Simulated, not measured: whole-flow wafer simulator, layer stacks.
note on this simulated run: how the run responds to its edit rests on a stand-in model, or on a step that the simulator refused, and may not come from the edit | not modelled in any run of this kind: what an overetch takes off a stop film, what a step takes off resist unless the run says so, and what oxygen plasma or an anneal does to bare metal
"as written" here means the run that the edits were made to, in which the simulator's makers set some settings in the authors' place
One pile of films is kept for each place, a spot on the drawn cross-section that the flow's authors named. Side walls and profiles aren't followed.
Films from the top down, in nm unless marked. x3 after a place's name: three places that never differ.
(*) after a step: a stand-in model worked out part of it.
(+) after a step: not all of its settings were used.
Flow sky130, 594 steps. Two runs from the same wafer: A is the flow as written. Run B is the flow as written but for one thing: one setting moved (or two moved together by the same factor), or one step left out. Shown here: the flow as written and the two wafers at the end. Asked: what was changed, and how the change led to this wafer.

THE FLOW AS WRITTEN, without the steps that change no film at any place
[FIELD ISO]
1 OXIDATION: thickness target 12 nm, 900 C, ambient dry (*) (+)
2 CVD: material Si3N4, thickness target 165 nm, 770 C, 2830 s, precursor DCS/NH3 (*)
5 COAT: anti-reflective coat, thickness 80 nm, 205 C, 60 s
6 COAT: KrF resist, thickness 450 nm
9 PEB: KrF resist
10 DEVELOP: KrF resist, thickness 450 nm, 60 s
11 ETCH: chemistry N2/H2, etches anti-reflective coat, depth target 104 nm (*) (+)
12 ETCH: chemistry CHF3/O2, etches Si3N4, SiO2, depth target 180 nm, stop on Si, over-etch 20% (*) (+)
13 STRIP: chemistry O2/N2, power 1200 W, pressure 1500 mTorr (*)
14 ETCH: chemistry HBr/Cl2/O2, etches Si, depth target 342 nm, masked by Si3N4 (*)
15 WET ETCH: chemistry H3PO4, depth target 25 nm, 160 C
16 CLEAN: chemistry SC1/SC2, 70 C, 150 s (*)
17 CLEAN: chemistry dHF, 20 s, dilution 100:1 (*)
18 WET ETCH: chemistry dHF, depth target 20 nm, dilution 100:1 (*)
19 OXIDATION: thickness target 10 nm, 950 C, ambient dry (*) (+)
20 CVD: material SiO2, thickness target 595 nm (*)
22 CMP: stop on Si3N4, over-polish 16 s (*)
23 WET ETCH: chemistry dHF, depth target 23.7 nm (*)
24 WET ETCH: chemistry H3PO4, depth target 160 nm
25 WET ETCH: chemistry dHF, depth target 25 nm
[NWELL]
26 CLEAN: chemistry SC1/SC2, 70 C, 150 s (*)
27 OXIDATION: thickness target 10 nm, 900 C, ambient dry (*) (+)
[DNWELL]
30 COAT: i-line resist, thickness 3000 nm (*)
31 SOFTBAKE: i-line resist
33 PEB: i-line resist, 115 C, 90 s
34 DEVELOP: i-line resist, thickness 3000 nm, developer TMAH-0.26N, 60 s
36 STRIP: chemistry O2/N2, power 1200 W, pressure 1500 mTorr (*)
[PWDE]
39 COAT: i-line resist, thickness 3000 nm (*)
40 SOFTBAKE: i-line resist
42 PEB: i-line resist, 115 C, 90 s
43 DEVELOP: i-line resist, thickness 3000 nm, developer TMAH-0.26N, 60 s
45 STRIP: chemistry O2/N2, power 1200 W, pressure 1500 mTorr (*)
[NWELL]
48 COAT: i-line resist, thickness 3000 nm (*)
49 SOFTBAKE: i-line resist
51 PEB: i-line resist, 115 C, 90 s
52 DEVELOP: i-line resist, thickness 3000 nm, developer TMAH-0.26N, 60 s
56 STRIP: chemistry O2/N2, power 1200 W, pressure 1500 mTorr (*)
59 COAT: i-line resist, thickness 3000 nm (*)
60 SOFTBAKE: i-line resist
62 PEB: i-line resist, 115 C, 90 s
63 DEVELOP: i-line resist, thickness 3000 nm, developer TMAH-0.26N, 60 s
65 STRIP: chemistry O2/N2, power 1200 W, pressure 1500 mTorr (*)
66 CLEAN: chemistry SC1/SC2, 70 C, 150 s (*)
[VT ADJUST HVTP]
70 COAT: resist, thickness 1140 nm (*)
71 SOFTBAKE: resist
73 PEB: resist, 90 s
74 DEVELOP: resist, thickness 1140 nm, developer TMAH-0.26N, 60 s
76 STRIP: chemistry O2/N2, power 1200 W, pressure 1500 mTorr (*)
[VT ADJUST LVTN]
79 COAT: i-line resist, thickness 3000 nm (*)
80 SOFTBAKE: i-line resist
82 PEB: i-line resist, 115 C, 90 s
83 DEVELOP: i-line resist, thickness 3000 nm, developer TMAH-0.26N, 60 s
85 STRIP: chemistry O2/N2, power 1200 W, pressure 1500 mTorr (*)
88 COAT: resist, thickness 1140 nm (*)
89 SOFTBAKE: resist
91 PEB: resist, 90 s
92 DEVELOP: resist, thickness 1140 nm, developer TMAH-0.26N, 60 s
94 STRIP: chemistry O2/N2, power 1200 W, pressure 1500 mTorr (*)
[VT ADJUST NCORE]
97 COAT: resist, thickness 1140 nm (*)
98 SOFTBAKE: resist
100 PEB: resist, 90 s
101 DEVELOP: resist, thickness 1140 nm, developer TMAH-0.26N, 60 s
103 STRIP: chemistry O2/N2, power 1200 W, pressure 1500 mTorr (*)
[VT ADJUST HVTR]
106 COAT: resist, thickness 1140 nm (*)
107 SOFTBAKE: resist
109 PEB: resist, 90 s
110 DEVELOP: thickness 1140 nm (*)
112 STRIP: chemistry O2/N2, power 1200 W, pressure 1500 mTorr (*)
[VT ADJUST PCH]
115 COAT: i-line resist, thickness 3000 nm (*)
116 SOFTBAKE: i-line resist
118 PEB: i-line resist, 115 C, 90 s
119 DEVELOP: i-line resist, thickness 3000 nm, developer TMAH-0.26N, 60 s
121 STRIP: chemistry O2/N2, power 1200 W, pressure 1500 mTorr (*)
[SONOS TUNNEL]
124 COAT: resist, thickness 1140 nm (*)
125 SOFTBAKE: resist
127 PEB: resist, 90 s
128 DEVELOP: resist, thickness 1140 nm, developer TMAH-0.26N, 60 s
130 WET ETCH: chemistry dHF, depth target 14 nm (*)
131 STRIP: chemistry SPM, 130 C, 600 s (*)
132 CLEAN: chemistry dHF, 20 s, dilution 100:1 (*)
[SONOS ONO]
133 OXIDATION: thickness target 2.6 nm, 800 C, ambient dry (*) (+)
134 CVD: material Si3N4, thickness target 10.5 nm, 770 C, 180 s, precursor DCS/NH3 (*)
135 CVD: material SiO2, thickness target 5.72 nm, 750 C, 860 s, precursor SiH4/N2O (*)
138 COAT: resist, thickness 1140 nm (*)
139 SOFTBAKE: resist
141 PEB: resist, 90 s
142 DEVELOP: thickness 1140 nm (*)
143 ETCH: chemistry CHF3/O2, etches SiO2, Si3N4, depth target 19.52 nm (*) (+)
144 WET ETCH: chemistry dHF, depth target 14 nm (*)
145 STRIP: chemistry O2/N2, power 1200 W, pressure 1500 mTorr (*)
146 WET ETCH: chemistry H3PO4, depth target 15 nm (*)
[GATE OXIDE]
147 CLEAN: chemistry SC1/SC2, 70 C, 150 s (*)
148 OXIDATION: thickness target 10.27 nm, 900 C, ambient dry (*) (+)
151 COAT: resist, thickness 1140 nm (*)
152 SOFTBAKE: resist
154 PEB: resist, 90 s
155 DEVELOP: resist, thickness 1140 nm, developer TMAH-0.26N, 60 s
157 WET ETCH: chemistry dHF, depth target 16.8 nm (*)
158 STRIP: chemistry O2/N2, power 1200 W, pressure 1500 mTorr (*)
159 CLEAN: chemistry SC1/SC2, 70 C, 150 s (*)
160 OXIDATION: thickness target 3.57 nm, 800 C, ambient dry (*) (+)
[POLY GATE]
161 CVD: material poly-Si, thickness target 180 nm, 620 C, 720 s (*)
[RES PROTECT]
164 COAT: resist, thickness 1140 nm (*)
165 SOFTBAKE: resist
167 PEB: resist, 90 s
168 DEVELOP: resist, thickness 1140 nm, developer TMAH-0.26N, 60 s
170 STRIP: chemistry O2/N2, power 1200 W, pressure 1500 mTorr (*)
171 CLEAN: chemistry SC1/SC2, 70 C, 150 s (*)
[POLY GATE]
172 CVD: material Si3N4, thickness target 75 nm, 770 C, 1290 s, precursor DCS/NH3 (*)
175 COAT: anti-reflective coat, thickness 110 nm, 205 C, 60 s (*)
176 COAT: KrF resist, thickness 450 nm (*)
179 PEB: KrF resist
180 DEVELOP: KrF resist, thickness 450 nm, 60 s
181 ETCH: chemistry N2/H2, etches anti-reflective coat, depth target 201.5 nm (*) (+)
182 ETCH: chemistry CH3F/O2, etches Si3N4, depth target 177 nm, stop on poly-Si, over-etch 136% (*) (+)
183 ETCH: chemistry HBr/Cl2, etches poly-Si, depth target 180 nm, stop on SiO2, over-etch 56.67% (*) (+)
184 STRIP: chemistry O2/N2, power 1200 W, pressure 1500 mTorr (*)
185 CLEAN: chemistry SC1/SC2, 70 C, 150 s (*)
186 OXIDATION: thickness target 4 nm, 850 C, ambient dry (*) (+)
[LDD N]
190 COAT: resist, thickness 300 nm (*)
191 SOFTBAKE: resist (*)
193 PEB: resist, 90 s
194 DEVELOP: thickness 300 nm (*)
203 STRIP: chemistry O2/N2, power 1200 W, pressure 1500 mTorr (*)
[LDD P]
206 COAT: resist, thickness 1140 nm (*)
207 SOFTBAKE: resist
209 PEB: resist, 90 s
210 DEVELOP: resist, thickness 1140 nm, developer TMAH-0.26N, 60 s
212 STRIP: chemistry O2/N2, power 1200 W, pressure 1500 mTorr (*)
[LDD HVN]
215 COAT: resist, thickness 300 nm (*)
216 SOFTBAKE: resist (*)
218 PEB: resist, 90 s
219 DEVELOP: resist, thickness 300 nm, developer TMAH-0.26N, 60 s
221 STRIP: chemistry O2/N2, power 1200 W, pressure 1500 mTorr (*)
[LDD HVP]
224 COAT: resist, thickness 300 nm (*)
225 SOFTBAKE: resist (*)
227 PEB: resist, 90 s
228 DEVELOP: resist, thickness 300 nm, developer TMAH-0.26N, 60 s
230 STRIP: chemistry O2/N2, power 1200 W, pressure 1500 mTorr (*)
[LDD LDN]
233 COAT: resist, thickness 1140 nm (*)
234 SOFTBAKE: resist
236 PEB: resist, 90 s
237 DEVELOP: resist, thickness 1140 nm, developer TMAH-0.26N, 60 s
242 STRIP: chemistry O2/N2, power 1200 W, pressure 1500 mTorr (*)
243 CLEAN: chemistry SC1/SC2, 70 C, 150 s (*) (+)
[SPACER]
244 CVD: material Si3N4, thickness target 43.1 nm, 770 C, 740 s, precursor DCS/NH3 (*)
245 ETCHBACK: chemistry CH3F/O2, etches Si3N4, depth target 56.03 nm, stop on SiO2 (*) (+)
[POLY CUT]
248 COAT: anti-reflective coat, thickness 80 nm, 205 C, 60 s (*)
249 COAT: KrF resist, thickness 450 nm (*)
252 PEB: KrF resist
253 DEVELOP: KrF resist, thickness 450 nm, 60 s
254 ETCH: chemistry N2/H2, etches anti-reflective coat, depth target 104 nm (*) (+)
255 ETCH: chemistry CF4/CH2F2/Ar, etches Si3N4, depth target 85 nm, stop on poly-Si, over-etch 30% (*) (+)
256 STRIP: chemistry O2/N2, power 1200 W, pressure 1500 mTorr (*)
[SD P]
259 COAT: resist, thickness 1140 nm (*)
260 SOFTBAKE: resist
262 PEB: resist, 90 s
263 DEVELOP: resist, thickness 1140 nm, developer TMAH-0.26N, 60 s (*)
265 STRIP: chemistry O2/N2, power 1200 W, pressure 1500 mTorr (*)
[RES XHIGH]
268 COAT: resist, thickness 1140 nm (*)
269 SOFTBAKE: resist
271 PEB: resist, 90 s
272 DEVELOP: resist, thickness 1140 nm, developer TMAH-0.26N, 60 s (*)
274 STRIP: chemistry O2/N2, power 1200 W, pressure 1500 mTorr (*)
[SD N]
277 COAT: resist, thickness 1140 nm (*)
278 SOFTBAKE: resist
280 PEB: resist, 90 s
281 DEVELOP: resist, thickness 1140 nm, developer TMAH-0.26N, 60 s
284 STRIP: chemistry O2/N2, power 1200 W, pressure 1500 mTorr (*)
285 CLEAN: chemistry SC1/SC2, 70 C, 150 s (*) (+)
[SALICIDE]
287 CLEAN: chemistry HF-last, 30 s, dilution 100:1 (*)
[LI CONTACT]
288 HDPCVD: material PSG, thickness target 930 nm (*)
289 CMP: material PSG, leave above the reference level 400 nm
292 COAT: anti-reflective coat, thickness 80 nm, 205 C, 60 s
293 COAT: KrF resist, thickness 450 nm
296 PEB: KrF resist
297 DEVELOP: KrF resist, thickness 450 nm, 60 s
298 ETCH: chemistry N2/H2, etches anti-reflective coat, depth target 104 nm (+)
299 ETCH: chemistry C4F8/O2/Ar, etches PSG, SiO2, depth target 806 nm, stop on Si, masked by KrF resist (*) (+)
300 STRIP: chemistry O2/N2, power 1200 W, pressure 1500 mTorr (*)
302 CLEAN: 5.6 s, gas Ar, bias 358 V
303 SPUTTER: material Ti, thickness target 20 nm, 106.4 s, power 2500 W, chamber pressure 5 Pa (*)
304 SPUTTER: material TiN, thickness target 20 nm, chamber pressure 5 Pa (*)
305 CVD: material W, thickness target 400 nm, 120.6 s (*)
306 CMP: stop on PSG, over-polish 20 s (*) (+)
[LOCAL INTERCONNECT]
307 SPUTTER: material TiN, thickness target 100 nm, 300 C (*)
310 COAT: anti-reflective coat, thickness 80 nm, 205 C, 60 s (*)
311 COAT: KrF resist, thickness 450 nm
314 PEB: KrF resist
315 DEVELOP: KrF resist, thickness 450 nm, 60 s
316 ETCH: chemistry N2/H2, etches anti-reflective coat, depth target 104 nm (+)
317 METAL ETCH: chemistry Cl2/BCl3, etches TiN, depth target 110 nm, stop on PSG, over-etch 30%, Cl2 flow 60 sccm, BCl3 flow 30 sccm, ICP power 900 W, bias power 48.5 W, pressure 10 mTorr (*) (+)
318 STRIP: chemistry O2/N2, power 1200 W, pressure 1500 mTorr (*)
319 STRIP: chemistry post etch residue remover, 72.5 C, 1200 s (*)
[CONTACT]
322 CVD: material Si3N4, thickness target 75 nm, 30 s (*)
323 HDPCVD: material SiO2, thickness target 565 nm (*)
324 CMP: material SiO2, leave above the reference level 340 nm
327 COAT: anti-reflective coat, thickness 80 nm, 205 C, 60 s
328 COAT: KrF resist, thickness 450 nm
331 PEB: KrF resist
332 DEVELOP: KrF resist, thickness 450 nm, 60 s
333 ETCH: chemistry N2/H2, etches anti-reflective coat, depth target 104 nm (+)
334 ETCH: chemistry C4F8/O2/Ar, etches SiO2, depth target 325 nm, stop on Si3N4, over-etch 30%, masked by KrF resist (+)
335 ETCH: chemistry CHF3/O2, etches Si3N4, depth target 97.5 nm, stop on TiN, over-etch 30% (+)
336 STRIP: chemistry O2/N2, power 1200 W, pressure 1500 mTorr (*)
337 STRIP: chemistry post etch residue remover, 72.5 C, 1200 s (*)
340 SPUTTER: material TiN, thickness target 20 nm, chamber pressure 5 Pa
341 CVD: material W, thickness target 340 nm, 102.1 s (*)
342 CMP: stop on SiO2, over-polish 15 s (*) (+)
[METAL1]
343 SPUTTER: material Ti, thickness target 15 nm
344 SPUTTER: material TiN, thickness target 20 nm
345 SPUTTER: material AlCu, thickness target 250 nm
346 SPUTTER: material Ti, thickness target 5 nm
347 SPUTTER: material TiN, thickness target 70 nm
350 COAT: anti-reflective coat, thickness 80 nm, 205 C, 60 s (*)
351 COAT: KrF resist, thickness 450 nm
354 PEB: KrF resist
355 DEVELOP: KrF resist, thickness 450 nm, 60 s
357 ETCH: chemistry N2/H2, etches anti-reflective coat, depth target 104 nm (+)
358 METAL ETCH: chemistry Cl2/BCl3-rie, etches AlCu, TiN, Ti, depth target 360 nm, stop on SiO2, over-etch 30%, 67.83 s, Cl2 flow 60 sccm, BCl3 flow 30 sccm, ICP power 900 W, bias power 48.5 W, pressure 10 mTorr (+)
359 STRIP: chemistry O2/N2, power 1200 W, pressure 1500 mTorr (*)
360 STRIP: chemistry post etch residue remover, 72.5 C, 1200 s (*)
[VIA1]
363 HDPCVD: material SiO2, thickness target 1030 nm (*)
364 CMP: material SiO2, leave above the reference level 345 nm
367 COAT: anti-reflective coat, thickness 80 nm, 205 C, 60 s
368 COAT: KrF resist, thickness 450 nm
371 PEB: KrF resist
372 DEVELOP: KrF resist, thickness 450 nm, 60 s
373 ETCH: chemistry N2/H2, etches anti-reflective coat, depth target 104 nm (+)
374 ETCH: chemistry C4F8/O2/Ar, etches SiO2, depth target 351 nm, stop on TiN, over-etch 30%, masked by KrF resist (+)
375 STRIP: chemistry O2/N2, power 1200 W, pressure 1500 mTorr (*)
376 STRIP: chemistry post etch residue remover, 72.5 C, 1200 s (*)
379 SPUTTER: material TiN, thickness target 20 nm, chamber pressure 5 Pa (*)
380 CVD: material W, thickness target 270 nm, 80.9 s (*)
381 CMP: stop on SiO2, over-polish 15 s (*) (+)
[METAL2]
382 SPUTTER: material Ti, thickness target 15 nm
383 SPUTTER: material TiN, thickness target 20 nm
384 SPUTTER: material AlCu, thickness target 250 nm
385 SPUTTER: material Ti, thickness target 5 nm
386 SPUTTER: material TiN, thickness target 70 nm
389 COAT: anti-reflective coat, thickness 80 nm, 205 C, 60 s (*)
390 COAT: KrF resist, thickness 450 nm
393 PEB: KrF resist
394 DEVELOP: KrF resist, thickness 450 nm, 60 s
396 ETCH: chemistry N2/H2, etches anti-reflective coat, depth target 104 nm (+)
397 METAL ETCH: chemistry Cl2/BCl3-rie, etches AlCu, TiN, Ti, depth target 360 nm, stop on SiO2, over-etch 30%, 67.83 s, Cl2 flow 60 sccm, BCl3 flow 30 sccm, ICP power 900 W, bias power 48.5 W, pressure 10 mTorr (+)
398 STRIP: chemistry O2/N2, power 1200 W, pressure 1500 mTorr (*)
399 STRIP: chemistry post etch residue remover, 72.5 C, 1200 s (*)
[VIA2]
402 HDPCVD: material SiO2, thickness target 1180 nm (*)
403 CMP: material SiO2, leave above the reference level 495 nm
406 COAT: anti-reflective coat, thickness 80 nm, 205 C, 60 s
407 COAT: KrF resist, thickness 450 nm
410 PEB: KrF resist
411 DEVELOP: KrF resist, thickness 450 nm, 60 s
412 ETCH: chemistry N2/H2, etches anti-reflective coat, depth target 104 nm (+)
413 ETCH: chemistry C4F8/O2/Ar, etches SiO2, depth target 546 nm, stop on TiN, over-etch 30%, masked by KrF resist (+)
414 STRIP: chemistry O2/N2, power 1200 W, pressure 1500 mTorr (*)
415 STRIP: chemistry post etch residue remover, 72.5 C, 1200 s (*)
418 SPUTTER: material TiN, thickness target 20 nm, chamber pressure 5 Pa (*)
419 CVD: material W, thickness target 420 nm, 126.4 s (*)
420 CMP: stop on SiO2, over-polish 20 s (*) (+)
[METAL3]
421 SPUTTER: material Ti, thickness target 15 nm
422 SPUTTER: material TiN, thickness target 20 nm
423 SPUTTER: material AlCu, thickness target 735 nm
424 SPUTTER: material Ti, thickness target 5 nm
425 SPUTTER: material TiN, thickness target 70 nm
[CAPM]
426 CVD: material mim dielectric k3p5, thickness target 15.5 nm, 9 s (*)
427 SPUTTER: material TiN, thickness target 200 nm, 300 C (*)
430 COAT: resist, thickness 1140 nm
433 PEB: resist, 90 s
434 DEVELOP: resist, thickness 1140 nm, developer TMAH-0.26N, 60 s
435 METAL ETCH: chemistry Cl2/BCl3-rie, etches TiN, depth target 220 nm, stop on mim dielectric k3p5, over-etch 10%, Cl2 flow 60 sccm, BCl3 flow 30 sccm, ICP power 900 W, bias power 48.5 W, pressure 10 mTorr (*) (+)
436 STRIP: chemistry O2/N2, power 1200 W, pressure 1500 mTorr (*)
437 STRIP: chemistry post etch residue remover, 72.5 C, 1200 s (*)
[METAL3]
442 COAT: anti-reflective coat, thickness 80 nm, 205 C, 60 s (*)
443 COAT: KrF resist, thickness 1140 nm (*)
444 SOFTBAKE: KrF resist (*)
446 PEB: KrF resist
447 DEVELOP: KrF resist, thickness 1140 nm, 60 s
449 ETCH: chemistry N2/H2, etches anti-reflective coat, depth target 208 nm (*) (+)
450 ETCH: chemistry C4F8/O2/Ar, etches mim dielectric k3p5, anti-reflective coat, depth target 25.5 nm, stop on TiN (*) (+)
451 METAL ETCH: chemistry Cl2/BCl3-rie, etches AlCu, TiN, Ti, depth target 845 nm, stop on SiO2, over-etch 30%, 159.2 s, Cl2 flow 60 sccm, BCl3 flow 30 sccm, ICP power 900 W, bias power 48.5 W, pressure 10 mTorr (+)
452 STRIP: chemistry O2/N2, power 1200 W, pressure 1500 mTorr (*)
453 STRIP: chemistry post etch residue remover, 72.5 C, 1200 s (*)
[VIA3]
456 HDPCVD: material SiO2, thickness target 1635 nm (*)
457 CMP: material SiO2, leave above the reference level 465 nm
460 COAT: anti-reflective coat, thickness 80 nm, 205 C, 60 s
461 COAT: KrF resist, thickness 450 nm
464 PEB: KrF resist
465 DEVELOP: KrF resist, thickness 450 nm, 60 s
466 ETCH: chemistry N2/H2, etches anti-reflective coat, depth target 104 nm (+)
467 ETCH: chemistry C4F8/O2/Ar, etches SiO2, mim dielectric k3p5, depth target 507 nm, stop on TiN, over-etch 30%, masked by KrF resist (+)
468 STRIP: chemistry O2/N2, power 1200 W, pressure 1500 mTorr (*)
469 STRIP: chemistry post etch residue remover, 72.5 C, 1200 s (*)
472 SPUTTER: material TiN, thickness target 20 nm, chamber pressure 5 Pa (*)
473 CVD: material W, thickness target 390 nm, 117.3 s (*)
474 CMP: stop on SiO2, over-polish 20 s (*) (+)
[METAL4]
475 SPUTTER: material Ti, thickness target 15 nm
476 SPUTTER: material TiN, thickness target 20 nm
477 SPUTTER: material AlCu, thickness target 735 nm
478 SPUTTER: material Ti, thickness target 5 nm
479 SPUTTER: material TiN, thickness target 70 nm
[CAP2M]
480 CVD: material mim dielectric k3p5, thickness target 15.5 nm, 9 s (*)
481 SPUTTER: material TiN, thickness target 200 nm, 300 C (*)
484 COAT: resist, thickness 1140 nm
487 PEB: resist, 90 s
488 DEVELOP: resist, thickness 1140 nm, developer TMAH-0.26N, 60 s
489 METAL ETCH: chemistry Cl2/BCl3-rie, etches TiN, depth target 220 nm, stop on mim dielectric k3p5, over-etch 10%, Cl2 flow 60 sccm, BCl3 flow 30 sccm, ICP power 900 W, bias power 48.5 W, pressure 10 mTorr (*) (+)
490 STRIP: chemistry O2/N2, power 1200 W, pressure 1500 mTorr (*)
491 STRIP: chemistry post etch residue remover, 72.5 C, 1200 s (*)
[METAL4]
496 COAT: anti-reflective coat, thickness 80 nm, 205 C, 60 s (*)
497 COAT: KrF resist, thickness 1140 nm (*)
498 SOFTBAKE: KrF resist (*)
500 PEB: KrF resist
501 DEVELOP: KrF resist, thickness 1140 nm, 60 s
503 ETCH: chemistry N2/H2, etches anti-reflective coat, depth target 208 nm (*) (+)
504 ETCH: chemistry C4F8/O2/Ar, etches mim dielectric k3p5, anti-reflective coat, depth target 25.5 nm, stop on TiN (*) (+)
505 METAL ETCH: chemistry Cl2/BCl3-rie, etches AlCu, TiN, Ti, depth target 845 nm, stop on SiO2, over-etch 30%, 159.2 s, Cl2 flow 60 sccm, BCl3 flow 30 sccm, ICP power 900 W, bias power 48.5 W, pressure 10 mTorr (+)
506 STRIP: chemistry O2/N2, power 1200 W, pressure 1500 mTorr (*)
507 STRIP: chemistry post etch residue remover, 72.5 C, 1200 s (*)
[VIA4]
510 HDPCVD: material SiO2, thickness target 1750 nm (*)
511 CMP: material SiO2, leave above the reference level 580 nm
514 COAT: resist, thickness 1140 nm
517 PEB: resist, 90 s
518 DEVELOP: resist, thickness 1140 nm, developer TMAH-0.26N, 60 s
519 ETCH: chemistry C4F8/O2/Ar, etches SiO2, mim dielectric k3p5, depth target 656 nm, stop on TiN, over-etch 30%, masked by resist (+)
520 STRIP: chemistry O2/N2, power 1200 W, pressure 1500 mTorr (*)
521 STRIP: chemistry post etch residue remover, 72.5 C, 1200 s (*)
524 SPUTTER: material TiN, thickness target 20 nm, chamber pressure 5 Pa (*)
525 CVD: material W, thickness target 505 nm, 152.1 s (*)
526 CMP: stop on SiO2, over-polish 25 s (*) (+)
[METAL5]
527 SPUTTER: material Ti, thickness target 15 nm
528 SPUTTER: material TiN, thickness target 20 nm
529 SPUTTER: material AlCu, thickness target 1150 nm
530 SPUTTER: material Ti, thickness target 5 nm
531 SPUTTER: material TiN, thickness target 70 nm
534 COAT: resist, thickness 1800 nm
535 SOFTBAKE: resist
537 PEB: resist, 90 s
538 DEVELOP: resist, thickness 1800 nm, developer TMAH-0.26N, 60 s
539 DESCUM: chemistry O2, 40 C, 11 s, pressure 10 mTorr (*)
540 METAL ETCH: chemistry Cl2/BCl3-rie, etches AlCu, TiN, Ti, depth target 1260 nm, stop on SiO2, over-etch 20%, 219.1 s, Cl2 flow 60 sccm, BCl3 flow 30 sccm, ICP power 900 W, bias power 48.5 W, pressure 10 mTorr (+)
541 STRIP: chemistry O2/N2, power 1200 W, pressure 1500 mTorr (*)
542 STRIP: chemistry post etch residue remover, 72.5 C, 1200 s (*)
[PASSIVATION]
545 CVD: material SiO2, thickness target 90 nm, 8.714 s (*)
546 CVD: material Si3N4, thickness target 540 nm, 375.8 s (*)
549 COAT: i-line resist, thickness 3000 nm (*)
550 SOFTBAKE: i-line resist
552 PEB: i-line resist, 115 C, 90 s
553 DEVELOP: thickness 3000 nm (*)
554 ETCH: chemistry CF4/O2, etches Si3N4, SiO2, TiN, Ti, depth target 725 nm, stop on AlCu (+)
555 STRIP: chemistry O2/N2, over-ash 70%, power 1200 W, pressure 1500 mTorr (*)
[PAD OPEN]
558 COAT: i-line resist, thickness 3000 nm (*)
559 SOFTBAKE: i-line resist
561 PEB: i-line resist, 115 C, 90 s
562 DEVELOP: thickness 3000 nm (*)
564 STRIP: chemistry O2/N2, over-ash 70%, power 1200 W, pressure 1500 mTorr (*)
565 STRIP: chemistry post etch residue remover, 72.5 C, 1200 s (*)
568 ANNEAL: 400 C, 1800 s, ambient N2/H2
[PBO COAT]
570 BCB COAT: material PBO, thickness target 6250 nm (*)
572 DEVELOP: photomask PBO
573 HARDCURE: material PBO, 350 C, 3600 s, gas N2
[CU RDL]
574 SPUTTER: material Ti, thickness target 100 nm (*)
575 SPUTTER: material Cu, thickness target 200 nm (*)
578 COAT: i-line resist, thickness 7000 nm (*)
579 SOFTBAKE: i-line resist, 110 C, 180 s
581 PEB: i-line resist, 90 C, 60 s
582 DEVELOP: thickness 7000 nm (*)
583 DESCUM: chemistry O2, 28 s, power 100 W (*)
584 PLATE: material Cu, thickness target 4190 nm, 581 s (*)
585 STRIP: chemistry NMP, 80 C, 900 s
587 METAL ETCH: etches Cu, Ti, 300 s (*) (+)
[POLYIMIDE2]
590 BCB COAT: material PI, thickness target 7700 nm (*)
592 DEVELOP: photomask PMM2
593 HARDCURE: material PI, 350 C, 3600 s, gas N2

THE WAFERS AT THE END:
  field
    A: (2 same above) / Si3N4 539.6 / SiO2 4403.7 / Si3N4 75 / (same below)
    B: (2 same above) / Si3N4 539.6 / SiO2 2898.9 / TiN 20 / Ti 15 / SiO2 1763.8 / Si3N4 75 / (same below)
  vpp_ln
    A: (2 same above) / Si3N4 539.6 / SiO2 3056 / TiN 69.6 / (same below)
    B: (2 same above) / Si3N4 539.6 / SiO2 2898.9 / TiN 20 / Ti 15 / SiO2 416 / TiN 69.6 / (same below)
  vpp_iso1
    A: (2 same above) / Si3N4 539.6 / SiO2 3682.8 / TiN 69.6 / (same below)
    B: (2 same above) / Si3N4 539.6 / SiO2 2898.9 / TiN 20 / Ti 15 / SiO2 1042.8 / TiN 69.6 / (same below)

The cause: step 423, SPUTTER: thickness target 1029 nm was run, where the flow has thickness target 735 nm.

How the change led to this, step by step:
  423 SPUTTER: material AlCu, thickness target 735 nm
      field, active, n_well and 188 more: A AlCu +735 (new film) | B AlCu +1029 (new film)
  451 METAL ETCH: chemistry Cl2/BCl3-rie, etches AlCu, TiN, Ti, depth target 845 nm, stop on SiO2, over-etch 30%, 159.2 s, Cl2 flow 60 sccm, BCl3 flow 30 sccm, ICP power 900 W, bias power 48.5 W, pressure 10 mTorr (+)
      field, active, gate and 69 more: A TiN -70 (all of it), Ti -5 (all of it), AlCu -735 (all of it), TiN -20 (all of it), Ti -15 (all of it), SiO2 -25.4 | B TiN -70 (all of it), Ti -5 (all of it), AlCu -1023.5
      vpp_ln, vpp_iso2, ndiff_ln and 10 more: A TiN -70 (all of it), Ti -5 (all of it), AlCu -735 (all of it), TiN -20 (all of it), Ti -15 (all of it), SiO2 -25.3 | B TiN -70 (all of it), Ti -5 (all of it), AlCu -1023.5
  453 STRIP: chemistry post etch residue remover, 72.5 C, 1200 s (*)
      field, active, gate and 82 more: A nothing | B AlCu -5.5 (all of it)
  456 HDPCVD: material SiO2, thickness target 1635 nm (*)
      field, active, gate and 82 more: A SiO2 +1635 | B SiO2 +1635 (new film)
  457 CMP: material SiO2, leave above the reference level 465 nm
      field, active, gate and 82 more: A SiO2 -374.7 | B SiO2 -141
Counting metal films that touch as one body, field has 1 body; the flow as written gives 0 bodies.
Counting metal films that touch as one body, vpp_ln has 3 bodies (between them, from the top down: SiO2 416; SiO2 267.2); the flow as written gives 2 bodies (between them, from the top down: SiO2 267.2).
Counting metal films that touch as one body, vpp_iso1 has 2 bodies (between them, from the top down: SiO2 1042.8); the flow as written gives 1 body.
